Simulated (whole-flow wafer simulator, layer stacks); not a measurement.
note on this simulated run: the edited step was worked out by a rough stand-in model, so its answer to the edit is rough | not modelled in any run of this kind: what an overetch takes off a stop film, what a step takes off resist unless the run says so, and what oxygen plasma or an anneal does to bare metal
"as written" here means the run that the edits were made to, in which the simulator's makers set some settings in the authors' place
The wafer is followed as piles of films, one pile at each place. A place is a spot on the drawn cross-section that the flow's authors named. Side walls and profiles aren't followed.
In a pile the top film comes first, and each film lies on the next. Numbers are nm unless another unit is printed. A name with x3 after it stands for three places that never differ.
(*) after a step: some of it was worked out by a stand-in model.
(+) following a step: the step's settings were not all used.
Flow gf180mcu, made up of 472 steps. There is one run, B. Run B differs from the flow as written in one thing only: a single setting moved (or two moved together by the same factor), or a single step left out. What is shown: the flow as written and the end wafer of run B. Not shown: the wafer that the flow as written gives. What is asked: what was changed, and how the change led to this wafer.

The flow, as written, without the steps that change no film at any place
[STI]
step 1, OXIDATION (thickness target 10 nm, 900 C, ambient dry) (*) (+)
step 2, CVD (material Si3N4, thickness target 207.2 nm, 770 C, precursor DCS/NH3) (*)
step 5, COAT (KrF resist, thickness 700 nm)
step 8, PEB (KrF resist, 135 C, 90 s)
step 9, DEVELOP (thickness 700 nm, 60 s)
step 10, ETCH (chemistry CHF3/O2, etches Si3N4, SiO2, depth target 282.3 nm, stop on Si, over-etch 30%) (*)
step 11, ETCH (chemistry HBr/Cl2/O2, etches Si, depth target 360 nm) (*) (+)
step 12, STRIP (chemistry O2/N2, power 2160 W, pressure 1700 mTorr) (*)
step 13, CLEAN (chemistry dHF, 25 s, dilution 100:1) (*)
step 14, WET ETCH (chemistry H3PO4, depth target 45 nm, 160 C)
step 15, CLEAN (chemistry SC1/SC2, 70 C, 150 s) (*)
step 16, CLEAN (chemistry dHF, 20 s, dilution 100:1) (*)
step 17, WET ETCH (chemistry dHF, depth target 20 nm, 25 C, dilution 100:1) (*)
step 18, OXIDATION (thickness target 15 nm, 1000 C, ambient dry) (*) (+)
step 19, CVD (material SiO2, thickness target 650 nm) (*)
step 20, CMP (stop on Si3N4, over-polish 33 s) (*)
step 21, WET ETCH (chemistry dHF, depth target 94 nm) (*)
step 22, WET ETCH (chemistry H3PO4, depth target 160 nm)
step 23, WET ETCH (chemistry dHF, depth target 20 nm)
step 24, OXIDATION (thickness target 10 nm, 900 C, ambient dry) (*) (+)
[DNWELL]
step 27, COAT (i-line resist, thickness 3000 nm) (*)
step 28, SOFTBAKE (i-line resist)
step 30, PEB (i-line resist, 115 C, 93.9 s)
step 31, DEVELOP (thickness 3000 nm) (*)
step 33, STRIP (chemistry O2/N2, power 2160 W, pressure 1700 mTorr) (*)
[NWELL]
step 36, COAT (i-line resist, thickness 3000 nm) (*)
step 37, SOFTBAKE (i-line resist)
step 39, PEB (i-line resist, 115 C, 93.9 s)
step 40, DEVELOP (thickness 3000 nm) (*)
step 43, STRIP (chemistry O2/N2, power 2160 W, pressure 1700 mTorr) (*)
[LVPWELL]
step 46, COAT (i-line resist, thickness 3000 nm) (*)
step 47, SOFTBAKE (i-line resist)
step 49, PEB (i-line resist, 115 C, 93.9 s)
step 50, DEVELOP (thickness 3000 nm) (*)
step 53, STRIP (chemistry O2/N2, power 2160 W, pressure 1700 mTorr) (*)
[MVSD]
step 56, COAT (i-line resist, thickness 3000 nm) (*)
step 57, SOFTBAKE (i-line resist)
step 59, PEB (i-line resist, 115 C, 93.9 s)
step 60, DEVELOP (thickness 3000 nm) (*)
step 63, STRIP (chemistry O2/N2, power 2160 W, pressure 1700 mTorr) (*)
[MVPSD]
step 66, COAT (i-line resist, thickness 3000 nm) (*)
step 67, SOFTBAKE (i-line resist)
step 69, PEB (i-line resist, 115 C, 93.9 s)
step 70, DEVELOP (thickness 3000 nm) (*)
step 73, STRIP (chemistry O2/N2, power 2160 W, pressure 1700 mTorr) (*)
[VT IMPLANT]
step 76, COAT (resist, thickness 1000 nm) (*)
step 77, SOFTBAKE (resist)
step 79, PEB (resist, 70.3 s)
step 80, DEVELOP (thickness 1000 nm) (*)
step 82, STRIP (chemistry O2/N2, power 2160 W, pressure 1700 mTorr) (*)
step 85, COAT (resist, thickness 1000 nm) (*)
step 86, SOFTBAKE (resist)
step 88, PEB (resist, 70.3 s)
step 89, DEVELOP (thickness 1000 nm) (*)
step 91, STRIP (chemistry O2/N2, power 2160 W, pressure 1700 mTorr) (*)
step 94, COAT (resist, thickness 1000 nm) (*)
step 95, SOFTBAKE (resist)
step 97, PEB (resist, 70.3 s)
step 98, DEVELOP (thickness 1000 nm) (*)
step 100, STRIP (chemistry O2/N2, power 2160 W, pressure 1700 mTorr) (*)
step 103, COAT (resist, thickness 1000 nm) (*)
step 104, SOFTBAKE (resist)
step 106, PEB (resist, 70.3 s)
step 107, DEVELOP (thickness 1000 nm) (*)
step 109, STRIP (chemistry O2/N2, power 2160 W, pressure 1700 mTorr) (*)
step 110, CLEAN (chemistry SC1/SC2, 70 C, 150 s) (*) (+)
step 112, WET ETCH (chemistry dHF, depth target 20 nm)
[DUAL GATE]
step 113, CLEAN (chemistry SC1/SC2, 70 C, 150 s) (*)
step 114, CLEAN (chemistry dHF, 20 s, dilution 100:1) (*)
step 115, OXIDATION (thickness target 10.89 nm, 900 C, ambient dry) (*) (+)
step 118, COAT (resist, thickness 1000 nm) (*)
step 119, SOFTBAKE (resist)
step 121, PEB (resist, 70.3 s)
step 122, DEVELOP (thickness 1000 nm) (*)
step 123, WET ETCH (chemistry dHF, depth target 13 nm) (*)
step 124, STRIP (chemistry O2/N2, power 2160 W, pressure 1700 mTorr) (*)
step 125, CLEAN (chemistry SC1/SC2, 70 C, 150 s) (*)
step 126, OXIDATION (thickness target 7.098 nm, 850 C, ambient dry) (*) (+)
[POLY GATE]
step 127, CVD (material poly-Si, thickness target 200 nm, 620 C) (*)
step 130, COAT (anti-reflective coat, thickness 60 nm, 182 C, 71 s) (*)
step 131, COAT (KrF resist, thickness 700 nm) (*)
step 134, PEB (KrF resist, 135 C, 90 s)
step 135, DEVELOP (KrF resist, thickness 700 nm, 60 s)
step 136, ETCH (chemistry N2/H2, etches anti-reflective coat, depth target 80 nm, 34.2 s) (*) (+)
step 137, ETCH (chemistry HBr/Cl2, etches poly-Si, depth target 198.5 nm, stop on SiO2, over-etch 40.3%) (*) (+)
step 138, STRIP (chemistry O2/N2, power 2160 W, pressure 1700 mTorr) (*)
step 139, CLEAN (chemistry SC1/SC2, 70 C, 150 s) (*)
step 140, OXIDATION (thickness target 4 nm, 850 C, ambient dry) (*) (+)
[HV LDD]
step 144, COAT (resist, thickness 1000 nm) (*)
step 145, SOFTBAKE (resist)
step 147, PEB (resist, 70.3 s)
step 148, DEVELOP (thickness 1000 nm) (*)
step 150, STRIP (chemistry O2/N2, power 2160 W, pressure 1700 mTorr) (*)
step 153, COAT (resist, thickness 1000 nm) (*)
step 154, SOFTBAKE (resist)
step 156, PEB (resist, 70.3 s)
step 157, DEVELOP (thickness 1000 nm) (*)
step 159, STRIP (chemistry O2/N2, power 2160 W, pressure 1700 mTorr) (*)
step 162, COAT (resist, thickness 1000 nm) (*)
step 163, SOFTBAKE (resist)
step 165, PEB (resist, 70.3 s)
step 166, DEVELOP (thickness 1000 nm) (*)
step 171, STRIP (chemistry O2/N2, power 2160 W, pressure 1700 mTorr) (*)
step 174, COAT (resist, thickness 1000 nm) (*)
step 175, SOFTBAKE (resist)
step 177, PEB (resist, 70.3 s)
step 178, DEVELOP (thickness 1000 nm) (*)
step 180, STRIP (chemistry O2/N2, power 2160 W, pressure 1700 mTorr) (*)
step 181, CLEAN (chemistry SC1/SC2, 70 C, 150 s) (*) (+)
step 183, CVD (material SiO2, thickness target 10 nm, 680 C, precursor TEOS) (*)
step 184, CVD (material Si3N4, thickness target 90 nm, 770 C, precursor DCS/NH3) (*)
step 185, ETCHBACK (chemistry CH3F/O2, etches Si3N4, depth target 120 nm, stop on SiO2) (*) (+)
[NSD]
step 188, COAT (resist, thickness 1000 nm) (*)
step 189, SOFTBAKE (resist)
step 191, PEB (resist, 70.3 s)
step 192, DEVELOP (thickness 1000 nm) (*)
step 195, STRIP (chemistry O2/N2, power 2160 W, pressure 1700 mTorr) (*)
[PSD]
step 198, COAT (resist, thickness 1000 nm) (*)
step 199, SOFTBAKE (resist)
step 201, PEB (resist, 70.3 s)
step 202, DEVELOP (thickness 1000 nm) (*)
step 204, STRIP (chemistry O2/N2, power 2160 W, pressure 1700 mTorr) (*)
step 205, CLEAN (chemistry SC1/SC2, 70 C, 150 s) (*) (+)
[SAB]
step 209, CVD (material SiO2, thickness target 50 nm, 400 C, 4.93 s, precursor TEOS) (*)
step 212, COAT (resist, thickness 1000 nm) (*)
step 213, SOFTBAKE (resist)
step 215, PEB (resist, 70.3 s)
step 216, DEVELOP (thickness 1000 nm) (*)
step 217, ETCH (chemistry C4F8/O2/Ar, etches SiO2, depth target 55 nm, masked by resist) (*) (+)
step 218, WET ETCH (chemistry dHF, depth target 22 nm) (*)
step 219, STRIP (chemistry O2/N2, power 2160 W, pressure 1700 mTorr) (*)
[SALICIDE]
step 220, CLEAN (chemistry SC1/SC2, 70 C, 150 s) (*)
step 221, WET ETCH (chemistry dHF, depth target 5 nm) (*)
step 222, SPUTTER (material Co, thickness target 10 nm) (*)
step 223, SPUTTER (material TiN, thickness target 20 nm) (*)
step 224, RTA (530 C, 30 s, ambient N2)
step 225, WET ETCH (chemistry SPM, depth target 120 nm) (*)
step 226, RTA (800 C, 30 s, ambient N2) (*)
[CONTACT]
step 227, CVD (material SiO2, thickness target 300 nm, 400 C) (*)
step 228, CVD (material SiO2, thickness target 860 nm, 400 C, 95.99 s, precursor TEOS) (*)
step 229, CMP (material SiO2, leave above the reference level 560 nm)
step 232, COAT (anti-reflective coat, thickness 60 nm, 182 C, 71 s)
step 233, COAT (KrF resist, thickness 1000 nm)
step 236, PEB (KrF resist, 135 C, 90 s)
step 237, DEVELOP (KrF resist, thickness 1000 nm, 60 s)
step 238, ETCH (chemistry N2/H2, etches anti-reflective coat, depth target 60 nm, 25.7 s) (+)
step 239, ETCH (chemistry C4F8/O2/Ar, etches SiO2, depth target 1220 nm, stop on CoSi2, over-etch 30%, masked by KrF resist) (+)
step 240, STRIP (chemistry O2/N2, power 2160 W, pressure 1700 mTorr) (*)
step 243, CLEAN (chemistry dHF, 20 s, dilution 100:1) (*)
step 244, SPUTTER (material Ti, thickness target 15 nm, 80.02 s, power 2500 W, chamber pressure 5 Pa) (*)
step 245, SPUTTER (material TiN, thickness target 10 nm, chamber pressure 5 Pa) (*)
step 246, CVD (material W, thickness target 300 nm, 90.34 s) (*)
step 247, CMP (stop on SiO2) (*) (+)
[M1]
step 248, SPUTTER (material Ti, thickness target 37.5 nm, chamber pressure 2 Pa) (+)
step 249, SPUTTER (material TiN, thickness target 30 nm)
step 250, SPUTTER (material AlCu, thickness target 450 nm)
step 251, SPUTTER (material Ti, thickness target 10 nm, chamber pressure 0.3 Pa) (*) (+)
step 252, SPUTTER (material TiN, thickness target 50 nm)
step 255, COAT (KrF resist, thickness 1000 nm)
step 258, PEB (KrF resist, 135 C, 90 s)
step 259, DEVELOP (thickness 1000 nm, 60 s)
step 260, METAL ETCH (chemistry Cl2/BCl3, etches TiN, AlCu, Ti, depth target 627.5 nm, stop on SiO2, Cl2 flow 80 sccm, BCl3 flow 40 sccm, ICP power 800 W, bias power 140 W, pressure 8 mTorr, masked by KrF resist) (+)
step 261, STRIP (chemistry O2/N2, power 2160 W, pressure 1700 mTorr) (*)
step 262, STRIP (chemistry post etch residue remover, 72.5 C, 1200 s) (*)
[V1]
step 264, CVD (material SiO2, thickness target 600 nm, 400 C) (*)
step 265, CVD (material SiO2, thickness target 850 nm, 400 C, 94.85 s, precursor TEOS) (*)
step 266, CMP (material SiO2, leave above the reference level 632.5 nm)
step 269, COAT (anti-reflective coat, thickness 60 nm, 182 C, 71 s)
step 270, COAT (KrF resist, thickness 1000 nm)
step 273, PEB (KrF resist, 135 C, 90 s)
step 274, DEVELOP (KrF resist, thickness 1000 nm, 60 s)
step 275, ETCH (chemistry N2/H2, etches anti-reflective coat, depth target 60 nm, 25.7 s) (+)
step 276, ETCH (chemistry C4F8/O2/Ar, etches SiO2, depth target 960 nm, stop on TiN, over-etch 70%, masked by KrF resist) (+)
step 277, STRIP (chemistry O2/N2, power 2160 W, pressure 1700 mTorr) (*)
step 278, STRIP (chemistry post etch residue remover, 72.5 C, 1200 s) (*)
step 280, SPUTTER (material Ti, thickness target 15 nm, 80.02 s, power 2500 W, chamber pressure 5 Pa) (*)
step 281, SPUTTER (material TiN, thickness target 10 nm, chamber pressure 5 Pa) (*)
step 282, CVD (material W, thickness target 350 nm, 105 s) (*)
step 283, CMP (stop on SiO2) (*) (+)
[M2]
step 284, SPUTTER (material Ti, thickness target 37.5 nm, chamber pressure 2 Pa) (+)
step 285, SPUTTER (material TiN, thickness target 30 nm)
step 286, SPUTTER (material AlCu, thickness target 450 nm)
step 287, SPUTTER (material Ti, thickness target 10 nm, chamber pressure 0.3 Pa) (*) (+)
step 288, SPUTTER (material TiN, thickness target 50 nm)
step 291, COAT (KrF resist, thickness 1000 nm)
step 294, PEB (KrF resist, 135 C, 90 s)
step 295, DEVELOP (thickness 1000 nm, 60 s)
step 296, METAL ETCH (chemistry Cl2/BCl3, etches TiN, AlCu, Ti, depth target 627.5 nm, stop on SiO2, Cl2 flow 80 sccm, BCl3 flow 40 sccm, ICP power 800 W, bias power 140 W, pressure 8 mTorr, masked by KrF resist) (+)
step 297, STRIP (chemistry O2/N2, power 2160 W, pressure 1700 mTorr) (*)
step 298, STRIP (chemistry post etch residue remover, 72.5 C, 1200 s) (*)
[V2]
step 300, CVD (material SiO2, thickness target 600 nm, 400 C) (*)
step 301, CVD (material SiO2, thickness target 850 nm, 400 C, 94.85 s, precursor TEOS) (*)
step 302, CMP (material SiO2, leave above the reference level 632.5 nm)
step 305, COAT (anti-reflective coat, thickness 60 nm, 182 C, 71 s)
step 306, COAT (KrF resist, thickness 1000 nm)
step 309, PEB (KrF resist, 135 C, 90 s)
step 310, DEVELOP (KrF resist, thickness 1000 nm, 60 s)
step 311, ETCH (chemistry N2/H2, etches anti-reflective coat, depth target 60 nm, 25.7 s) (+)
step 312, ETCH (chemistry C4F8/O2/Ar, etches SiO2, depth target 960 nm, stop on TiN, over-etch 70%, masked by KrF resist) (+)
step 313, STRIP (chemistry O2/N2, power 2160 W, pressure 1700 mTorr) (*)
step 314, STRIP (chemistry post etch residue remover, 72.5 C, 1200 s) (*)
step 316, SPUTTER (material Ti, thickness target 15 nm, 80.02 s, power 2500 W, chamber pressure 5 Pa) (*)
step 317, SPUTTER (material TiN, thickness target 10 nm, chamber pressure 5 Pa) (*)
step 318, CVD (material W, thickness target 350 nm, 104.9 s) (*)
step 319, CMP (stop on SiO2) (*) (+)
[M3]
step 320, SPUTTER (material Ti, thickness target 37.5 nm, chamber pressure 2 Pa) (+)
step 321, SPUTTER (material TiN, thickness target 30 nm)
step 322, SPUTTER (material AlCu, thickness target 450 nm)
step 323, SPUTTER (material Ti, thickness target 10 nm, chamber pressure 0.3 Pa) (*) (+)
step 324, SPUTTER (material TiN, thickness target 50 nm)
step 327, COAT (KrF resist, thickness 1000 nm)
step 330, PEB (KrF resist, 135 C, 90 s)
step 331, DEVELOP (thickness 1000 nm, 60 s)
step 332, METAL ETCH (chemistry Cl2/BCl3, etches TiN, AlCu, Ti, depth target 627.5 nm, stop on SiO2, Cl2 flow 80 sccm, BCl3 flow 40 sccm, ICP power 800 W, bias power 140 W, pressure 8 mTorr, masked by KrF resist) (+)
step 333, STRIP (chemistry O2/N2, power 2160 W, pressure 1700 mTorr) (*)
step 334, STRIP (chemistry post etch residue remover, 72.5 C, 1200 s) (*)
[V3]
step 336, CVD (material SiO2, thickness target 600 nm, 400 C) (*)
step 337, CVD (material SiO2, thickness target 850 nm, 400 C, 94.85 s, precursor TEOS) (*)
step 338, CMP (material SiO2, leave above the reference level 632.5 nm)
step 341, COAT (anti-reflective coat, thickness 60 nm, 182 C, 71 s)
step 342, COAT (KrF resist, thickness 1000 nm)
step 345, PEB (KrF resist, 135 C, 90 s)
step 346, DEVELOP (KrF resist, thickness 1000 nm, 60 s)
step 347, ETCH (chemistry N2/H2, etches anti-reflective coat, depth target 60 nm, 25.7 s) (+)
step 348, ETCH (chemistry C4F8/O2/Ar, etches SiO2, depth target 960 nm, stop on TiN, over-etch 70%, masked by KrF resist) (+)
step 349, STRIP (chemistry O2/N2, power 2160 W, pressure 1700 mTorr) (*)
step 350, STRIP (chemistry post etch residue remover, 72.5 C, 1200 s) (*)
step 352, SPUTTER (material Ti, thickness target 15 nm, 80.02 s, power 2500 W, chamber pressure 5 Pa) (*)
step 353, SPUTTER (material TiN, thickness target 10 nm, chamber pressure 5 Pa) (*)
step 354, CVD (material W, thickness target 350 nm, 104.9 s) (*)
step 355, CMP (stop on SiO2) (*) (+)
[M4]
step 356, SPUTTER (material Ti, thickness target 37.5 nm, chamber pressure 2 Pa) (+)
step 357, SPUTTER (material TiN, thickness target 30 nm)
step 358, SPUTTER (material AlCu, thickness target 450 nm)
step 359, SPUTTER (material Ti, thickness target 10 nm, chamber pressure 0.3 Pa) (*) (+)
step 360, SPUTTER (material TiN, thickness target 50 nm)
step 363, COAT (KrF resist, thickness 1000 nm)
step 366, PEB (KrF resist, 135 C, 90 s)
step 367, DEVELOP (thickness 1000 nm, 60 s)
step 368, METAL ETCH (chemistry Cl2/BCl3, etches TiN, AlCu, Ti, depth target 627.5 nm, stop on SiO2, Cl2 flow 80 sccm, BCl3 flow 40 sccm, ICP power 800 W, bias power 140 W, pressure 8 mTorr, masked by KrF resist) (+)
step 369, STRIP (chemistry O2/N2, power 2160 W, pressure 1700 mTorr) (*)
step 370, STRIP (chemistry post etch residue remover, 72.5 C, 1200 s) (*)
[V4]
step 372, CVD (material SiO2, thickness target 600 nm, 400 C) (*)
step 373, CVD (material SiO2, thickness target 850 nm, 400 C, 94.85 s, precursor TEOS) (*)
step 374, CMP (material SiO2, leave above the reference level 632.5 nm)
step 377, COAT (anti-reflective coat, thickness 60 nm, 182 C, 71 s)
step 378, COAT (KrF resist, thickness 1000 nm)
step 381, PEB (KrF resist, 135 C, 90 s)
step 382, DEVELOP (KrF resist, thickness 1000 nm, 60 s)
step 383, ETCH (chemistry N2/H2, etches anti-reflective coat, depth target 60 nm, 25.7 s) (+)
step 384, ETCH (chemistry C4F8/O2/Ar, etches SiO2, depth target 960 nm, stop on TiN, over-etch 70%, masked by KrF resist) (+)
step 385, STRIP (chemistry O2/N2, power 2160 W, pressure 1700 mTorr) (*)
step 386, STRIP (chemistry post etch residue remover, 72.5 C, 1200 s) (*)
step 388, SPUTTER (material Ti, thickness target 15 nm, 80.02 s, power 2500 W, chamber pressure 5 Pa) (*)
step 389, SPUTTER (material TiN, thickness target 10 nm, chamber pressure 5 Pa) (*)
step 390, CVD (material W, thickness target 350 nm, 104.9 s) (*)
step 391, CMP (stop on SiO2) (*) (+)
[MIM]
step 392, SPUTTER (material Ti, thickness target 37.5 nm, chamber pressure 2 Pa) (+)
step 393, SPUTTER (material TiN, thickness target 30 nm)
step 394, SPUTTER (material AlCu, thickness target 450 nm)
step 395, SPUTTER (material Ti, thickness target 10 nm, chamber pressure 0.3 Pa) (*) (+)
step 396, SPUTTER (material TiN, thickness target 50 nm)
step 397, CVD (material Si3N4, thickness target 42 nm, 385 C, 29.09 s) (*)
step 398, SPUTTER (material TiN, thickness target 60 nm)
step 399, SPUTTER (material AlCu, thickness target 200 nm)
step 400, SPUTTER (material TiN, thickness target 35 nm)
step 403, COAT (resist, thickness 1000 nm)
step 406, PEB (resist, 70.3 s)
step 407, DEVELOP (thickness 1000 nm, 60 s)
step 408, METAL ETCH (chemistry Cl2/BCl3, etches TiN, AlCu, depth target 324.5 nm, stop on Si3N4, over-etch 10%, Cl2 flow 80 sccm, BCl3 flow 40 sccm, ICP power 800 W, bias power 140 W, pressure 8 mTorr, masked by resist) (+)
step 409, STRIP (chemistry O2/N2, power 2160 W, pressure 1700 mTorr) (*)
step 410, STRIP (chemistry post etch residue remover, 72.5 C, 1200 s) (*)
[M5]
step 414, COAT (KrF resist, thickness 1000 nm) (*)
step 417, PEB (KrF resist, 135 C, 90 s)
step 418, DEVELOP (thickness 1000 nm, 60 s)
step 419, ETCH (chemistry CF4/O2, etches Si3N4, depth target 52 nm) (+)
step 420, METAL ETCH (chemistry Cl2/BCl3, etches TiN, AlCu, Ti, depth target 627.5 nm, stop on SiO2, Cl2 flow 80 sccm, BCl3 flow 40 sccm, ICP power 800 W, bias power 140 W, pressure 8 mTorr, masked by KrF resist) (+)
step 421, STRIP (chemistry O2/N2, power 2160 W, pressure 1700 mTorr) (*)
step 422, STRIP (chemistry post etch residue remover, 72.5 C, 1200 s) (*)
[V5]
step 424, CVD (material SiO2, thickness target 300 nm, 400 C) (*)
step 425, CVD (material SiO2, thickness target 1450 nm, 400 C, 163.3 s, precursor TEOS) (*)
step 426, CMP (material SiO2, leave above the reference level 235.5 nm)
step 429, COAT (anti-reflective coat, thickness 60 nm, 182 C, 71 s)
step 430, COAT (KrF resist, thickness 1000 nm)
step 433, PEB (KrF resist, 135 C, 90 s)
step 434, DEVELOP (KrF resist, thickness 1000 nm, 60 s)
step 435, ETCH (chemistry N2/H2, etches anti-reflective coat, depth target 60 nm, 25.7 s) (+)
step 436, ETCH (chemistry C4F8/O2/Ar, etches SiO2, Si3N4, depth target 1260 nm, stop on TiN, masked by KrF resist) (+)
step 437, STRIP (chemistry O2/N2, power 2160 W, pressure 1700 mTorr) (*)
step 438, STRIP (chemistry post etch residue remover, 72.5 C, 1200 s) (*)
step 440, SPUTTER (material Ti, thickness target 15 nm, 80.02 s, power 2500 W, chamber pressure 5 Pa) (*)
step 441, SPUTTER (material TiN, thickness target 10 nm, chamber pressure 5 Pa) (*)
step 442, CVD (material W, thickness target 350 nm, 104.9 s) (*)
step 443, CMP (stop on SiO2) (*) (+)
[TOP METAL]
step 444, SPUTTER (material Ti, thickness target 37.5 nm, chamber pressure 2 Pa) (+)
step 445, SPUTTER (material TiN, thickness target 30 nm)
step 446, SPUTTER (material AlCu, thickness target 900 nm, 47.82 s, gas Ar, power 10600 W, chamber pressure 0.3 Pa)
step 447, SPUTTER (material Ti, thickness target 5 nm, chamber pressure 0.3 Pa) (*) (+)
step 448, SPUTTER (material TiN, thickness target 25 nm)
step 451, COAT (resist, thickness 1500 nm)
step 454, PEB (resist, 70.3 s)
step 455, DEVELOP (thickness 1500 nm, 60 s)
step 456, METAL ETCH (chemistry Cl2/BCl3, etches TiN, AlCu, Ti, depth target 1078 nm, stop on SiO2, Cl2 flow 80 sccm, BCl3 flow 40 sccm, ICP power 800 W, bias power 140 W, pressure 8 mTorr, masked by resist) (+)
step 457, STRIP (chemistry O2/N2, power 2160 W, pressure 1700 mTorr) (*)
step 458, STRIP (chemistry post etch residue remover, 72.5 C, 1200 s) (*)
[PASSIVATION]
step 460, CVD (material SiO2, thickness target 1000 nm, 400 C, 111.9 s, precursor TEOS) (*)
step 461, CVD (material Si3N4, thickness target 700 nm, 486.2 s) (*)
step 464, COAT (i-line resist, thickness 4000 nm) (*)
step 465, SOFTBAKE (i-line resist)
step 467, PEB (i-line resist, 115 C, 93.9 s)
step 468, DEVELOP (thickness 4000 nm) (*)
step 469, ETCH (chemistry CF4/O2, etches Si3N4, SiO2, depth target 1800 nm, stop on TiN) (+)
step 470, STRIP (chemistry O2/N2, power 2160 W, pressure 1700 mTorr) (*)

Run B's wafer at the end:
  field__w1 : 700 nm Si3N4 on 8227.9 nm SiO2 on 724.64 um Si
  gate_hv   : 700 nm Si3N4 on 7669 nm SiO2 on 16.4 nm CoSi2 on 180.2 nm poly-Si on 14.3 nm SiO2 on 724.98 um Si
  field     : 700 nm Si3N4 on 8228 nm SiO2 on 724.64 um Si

What caused this: step 222, SPUTTER: thickness target 4.7 nm was run, whereas the flow has thickness target 10 nm.

The path from the change to this, step by step:
  step 222, SPUTTER (material Co, thickness target 10 nm) (*)
      field, field__w7, field__w8 and 71 more: Co gains 4.7 (new film) (it would be, as written: Co gains 10 (new film))
      field__w2, mim: Co gains 4.07 (new film) (it would be, as written: Co gains 8.65 (new film))
      (as well as at 35 more places)
  step 224, RTA (530 C, 30 s, ambient N2)
      gate, gate_hv, gate_p and 22 more: under 1 film: CoSi gains 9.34 (new film), Co loses 4.7 (all of it), poly-Si loses 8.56 (it would be, as written: under 1 film: CoSi gains 19.9 (new film), Co loses 10 (all of it), poly-Si loses 18.2)
      active, p_well, sd_n and 11 more: under 1 film: CoSi gains 9.34 (new film), Co loses 4.7 (all of it), Si loses 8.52 (it would be, as written: under 1 film: CoSi gains 19.9 (new film), Co loses 10 (all of it), Si loses 18.1)
      (as well as at 10 more places)
  step 225, WET ETCH (chemistry SPM, depth target 120 nm) (*)
      field, field__w7, field__w8 and 32 more: TiN loses 20 (all of it), Co loses 4.7 (all of it) (it would be, as written: TiN loses 20 (all of it), Co loses 10 (all of it))
      field__w9, nw_enc_fld_lv__w3: TiN loses 19.1 (all of it), Co loses 4.51 (all of it) (it would be, as written: TiN loses 19.1 (all of it), Co loses 9.6 (all of it))
      (as well as at 25 more places)
  step 226, RTA (800 C, 30 s, ambient N2) (*)
      gate, gate_hv, gate_p and 22 more: CoSi2 gains 16.4 (new film), CoSi loses 9.34 (all of it), poly-Si loses 8.56 (it would be, as written: CoSi2 gains 35 (new film), CoSi loses 19.9 (all of it), poly-Si loses 18.2)
      active, p_well, sd_n and 11 more: CoSi2 gains 16.4 (new film), CoSi loses 9.34 (all of it), Si loses 8.52 (it would be, as written: CoSi2 gains 35 (new film), CoSi loses 19.9 (all of it), Si loses 18.1)
      (as well as at 10 more places)
